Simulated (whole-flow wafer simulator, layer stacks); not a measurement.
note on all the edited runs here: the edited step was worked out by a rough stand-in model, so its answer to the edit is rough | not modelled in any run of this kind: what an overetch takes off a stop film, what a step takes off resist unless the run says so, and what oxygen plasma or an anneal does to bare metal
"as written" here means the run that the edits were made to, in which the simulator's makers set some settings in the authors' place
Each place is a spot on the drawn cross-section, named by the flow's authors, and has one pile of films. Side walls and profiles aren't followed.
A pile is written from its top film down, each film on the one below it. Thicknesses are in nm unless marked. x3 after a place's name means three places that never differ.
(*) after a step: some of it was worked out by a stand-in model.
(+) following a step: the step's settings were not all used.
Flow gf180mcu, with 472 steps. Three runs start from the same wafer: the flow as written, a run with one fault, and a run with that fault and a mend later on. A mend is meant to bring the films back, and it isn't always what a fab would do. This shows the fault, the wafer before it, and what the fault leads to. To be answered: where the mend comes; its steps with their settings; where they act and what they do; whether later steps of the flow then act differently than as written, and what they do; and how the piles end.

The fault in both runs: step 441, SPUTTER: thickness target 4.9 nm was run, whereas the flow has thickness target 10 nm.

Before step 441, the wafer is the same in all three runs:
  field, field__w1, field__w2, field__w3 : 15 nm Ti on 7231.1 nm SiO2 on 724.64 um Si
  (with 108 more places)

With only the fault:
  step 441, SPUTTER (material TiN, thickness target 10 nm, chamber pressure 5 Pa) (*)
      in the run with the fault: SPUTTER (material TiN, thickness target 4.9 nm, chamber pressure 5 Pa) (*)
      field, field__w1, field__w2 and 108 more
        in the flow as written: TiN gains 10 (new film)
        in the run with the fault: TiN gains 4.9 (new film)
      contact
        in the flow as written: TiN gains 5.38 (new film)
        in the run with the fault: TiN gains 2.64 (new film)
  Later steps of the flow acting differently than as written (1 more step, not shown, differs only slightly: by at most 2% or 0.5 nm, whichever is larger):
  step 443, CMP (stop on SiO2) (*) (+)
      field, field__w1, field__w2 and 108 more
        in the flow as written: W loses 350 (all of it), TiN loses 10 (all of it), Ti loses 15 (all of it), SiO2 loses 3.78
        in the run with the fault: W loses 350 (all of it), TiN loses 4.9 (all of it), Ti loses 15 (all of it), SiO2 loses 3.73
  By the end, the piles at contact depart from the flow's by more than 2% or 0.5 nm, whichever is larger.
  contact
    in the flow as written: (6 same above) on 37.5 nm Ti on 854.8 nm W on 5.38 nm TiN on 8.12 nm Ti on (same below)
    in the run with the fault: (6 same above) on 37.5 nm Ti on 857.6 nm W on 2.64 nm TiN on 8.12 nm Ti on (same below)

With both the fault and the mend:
  After step 441 comes the mend.
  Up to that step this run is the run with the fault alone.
  step 441a, SPUTTER (material TiN, thickness target 5.1 nm, chamber pressure 5 Pa) (*) (a further turn of the flow's step 441, with different settings)
      field, field__w1, field__w2 and 108 more
        TiN gains 5.1
      contact
        TiN gains 2.74
  Later steps of the flow that are run all act as written at every place that is followed.
  By the end, the piles equal the flow's at every place that both follow.
